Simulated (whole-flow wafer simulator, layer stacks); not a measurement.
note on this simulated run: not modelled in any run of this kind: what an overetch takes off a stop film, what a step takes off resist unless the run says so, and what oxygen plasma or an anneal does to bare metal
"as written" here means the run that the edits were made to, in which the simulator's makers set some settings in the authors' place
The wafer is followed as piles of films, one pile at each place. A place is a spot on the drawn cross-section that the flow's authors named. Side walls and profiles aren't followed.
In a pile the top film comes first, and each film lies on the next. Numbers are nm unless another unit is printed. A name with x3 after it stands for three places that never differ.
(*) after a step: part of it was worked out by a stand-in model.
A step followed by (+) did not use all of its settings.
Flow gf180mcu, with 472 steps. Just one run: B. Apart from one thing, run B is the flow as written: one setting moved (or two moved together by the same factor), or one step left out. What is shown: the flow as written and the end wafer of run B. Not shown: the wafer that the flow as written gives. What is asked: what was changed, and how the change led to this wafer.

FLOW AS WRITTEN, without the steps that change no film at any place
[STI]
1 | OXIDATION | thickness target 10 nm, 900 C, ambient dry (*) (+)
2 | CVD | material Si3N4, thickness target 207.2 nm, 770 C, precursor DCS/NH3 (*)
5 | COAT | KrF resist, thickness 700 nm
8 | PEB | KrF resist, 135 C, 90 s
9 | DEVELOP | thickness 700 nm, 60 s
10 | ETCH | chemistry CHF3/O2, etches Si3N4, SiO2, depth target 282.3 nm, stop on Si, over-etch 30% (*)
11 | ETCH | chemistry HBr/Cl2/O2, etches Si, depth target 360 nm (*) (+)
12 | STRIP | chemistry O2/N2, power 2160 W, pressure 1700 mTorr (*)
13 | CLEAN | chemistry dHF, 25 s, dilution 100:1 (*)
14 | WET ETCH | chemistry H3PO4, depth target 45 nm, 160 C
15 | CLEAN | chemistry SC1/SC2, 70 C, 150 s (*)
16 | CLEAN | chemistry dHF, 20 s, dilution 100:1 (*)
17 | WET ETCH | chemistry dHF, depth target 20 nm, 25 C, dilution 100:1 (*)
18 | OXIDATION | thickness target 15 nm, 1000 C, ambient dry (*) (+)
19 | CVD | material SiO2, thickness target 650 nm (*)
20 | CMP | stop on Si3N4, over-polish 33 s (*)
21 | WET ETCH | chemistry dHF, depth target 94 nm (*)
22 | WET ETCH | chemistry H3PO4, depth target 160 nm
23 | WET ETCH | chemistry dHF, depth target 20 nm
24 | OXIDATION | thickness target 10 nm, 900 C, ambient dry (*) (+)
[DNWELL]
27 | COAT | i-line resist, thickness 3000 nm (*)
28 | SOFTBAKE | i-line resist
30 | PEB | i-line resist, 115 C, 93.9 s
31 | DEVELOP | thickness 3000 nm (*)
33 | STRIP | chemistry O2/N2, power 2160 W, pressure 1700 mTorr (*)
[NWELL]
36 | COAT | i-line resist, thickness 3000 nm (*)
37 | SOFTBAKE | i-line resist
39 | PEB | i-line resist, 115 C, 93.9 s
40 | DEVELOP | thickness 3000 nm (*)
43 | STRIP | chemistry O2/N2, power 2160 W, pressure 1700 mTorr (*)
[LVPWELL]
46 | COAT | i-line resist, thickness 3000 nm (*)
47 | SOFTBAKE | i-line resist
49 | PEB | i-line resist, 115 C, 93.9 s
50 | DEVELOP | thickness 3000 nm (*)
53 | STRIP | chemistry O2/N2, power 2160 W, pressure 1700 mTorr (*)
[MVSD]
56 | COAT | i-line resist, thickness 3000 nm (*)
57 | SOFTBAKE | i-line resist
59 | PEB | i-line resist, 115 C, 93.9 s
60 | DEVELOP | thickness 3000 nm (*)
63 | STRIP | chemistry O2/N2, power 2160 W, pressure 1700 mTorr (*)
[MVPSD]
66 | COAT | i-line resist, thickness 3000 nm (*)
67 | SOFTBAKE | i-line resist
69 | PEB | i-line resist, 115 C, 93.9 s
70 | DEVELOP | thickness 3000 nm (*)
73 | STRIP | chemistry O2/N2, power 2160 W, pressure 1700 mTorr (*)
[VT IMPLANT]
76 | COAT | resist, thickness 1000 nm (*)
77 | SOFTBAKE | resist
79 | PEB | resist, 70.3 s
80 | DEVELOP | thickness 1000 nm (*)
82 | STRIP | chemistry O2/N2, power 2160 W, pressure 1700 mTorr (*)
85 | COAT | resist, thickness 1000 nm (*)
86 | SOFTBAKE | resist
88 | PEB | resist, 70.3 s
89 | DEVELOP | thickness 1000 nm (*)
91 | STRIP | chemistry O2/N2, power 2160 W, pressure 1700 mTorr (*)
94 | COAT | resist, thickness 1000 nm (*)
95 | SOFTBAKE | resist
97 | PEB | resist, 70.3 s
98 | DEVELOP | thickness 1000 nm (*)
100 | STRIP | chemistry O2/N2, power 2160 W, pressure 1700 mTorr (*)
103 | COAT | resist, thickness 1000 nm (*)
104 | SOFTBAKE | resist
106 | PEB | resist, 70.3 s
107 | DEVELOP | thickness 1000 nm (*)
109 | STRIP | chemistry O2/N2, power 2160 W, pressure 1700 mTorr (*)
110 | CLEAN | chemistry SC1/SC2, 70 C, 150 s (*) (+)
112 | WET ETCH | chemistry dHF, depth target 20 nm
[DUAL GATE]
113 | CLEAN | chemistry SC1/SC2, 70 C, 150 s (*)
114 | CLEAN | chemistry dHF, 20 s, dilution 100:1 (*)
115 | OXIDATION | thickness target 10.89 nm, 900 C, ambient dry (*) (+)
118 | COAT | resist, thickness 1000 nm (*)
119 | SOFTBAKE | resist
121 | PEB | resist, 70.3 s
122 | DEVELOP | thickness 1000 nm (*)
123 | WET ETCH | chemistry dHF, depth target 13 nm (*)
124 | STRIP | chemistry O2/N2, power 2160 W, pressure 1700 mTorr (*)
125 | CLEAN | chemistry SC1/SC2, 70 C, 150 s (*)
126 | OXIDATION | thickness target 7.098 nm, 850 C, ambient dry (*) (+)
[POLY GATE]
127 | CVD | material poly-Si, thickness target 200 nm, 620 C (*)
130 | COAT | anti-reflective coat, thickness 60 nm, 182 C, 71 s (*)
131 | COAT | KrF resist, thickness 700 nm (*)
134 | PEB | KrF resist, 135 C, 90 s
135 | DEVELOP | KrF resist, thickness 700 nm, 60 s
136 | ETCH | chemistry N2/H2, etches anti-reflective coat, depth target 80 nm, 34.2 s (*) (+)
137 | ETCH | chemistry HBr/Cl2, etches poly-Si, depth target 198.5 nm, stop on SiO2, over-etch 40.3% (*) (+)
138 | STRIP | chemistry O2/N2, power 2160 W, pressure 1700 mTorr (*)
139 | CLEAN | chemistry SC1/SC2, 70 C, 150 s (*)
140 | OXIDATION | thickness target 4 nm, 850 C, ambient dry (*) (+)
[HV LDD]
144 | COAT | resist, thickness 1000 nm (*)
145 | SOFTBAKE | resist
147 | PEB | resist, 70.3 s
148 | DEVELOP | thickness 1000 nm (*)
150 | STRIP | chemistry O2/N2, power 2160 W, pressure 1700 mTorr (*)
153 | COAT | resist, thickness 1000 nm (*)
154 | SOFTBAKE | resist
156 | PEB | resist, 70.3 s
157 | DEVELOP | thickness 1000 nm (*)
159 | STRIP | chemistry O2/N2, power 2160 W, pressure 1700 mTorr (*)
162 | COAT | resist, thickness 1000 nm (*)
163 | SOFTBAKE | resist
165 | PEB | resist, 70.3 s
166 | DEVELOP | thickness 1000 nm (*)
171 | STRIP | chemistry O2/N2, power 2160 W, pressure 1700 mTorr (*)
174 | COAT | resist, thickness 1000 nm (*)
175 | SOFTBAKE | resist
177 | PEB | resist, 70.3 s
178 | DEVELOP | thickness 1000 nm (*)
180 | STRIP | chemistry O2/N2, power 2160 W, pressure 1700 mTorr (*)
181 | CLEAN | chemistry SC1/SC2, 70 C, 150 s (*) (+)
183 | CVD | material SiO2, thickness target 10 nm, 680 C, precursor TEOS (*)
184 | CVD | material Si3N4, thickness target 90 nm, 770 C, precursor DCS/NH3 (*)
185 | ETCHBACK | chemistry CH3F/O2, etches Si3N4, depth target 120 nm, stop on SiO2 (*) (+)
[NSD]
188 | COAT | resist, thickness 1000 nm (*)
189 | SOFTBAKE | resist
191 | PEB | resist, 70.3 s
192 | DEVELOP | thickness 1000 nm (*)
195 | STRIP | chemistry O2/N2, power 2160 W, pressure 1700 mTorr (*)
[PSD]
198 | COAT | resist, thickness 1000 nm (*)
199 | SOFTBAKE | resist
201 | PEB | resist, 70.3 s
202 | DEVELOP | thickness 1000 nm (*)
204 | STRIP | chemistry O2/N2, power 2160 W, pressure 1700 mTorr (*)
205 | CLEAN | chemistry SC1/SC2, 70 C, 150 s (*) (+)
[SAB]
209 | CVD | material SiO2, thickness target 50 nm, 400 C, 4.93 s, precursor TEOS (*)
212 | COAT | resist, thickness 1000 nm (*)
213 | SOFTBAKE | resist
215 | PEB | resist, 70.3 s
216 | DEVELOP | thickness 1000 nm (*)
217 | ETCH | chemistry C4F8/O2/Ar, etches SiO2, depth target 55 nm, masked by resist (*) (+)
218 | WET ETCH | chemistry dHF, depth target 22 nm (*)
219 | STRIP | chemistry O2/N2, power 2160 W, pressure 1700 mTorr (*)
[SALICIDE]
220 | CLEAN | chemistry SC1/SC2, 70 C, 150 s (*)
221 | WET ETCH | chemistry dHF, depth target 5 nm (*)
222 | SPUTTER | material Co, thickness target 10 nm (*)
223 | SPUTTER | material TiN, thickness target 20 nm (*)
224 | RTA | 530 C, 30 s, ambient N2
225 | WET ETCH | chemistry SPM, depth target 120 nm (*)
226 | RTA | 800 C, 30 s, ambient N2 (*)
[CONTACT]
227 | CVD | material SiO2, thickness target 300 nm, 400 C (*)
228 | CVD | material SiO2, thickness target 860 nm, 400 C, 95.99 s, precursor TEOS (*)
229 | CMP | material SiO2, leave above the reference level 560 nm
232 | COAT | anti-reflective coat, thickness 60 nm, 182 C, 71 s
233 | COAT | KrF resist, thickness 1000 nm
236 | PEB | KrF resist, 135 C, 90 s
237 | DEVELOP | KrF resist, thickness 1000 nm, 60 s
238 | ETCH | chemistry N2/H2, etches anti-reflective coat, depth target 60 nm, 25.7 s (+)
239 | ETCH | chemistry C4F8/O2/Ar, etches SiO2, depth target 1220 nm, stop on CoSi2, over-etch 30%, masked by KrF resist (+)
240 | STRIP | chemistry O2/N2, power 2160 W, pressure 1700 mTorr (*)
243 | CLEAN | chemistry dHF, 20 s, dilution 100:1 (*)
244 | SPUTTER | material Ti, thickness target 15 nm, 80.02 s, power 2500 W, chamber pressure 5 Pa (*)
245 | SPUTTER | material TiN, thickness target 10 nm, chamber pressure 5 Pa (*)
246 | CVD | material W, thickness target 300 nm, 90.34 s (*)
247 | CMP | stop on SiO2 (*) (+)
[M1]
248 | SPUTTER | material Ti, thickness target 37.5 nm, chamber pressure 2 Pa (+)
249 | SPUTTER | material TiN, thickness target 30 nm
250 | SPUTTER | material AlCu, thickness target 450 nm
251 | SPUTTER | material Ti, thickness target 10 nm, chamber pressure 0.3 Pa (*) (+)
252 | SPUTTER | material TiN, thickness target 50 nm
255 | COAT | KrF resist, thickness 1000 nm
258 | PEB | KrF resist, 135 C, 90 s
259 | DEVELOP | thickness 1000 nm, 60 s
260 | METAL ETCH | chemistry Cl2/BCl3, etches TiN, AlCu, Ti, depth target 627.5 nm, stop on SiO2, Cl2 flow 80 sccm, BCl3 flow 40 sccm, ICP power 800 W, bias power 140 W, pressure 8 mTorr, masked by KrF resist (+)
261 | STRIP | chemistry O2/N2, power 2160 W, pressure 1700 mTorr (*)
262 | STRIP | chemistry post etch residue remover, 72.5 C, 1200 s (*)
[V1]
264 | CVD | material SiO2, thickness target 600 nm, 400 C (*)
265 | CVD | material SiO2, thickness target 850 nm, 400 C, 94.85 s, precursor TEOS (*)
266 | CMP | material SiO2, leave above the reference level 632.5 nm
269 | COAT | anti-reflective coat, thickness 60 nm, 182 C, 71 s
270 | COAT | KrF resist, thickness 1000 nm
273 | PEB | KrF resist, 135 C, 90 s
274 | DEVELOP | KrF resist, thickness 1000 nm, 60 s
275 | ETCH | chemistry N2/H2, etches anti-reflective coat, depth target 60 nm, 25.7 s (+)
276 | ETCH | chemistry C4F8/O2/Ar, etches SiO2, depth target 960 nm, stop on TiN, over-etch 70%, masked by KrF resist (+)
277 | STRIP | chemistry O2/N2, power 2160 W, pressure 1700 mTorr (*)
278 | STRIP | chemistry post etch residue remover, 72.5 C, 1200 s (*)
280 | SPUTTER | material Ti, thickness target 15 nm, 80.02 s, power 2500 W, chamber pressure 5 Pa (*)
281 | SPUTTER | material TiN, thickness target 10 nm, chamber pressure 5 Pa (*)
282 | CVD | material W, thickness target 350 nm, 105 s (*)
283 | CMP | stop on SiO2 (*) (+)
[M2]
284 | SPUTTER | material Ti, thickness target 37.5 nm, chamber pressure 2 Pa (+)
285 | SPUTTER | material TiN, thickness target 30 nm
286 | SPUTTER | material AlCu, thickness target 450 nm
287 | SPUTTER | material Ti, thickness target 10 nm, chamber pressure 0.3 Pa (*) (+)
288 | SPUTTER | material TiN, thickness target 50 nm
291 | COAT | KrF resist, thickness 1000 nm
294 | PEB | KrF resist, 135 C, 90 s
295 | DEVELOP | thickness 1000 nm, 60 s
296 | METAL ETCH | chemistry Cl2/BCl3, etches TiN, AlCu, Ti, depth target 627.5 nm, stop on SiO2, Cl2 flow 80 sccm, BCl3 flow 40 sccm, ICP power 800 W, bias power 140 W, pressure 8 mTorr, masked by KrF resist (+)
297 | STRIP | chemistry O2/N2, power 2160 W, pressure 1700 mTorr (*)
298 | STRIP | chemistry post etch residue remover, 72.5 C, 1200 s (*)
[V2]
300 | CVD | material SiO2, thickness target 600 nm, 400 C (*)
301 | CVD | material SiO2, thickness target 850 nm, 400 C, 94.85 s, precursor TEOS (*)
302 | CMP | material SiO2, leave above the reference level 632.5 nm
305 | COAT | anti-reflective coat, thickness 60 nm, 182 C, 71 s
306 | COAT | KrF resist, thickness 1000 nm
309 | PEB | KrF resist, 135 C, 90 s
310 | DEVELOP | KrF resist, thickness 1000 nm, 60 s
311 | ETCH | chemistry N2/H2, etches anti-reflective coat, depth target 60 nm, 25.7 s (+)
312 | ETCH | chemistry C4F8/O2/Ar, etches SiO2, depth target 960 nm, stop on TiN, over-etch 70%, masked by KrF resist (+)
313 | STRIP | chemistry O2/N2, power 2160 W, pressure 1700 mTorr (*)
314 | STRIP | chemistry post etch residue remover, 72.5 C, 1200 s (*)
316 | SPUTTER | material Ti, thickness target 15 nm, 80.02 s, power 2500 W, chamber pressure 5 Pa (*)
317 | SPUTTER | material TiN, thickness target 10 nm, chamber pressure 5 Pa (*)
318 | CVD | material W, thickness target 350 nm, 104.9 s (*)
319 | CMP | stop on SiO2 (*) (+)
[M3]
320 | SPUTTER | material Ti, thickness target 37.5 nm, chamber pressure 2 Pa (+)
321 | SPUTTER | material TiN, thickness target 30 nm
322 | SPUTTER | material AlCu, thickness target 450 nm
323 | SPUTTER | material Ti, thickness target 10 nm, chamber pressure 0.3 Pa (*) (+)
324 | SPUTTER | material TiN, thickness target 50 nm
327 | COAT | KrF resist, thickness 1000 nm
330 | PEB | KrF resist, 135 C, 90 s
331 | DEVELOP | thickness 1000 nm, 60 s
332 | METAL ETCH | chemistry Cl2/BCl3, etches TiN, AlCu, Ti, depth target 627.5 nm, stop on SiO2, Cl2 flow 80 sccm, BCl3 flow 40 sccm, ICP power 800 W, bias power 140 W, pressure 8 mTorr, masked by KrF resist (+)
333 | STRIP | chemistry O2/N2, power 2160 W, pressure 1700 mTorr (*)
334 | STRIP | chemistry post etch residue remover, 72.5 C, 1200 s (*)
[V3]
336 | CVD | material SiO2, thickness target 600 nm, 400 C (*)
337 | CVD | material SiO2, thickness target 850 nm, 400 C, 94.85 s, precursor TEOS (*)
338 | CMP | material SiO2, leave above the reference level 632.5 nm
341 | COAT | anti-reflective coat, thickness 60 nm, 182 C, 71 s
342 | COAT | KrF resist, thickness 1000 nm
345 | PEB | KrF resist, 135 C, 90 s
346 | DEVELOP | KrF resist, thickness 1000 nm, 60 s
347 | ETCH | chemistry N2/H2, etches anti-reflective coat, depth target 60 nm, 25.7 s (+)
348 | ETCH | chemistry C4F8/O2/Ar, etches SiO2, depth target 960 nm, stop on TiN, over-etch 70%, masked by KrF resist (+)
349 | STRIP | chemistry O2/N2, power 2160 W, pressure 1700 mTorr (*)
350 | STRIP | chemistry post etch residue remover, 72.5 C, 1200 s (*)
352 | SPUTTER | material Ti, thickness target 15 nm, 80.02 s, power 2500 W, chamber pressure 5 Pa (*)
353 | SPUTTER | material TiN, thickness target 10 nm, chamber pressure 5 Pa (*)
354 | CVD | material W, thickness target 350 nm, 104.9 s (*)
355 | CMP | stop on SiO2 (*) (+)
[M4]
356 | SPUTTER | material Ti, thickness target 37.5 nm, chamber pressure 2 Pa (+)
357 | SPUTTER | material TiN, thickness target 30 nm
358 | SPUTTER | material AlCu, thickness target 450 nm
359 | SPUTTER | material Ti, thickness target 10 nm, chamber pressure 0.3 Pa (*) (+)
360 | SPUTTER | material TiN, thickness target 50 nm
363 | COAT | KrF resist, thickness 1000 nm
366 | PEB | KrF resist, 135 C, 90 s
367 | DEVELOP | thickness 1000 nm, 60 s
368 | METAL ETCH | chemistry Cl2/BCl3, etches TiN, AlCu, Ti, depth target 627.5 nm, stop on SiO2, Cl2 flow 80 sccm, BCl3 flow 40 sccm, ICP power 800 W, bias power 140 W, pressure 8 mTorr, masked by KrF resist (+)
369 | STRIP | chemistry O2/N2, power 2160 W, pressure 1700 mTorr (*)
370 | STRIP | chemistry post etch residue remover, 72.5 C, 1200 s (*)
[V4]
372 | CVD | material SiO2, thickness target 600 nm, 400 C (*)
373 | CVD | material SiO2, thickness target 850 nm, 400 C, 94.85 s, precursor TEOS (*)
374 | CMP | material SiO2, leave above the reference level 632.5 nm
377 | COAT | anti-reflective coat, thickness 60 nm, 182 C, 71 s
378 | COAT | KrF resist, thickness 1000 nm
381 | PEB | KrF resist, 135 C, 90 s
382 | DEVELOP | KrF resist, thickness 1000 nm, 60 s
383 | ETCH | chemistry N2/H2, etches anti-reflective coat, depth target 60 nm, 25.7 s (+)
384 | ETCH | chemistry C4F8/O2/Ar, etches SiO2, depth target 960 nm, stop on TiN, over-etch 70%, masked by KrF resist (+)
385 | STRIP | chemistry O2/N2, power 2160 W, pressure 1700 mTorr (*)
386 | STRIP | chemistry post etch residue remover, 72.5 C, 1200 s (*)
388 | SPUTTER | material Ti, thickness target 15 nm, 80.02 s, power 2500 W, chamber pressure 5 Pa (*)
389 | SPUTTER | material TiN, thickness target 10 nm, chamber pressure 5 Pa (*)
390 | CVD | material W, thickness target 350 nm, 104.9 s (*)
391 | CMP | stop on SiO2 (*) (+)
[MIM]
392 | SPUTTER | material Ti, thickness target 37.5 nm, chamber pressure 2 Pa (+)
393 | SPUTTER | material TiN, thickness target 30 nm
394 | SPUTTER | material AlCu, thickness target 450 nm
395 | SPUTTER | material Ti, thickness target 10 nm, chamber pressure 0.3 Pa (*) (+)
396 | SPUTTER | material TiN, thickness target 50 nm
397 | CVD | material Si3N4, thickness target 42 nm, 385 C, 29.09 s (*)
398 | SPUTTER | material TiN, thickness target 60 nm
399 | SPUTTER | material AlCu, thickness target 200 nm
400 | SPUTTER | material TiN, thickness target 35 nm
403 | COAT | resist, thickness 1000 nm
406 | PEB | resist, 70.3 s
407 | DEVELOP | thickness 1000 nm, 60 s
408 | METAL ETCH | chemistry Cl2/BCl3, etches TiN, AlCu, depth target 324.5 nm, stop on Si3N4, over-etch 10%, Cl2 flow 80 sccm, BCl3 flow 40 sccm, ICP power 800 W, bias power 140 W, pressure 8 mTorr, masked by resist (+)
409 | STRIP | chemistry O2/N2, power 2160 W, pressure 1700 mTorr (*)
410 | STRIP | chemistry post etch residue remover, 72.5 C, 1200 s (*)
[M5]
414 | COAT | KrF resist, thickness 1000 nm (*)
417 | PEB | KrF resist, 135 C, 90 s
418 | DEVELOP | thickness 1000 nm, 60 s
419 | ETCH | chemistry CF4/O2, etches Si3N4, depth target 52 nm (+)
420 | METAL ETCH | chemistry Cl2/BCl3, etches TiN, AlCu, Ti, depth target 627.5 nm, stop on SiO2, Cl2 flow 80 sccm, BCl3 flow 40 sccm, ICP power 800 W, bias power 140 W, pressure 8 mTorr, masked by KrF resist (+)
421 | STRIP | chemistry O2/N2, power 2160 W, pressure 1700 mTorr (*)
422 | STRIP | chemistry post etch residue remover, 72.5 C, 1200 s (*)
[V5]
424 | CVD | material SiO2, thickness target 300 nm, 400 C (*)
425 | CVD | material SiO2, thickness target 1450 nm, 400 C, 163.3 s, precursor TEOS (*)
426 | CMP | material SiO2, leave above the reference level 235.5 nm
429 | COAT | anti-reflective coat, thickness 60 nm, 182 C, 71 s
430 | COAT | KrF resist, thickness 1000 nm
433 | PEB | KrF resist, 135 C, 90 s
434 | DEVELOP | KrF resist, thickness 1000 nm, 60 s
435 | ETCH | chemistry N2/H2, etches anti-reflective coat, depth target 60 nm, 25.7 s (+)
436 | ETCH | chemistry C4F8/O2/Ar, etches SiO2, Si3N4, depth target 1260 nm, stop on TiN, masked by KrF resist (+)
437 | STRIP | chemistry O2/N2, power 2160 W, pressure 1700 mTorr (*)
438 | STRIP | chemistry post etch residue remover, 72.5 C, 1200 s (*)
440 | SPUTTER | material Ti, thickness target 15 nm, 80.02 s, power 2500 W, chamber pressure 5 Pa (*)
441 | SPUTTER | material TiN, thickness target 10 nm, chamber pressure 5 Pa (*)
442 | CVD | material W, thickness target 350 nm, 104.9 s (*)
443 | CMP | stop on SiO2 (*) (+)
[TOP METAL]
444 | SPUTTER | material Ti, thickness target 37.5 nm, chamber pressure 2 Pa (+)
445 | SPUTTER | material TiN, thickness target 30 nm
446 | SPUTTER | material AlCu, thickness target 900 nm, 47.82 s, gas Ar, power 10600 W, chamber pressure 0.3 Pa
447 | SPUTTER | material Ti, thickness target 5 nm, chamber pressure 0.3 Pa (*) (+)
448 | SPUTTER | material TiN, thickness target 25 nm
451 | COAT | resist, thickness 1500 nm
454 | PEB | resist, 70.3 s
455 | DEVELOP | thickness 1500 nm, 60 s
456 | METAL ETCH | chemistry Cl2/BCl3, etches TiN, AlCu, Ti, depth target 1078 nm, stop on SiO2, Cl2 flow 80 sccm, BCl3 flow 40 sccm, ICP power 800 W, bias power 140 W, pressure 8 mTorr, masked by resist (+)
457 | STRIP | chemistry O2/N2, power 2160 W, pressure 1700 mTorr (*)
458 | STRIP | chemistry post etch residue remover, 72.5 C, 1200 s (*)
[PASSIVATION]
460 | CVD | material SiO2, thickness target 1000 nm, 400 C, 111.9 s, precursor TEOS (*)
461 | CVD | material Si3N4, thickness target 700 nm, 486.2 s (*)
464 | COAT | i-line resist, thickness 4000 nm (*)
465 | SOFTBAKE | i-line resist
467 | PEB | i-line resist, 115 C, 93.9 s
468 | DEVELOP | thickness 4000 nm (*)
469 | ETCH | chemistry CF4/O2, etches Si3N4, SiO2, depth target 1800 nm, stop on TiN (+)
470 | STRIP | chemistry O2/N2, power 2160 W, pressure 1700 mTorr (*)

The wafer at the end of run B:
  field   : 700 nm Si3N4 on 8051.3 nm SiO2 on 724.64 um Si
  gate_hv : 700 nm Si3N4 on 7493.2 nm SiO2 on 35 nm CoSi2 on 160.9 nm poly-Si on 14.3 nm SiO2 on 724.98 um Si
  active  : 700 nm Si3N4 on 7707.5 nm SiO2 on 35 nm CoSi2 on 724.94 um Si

Cause: step 250, SPUTTER: thickness target 274 nm was run, though the flow has thickness target 450 nm.

Step by step, how the change led to this:
  250 | SPUTTER | material AlCu, thickness target 450 nm
      field, field__w1, field__w2 and 108 more: +274 AlCu (new film) (as written it would have been: +450 AlCu (new film))
  260 | METAL ETCH | chemistry Cl2/BCl3, etches TiN, AlCu, Ti, depth target 627.5 nm, stop on SiO2, Cl2 flow 80 sccm, BCl3 flow 40 sccm, ICP power 800 W, bias power 140 W, pressure 8 mTorr, masked by KrF resist (+)
      field, field__w1, field__w2 and 99 more: -50 TiN (all of it), -10 Ti (all of it), -274 AlCu (all of it), -30 TiN (all of it), -37.5 Ti (all of it) (as written it would have been: -50 TiN (all of it), -10 Ti (all of it), -450 AlCu (all of it), -30 TiN (all of it), -37.5 Ti (all of it))
      field__w8, contact, m1 and 6 more: -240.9 KrF resist (as written it would have been: -251 KrF resist)
  266 | CMP | material SiO2, leave above the reference level 632.5 nm
      field, field__w1, field__w2 and 99 more: -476 SiO2 (as written it would have been: -300 SiO2)
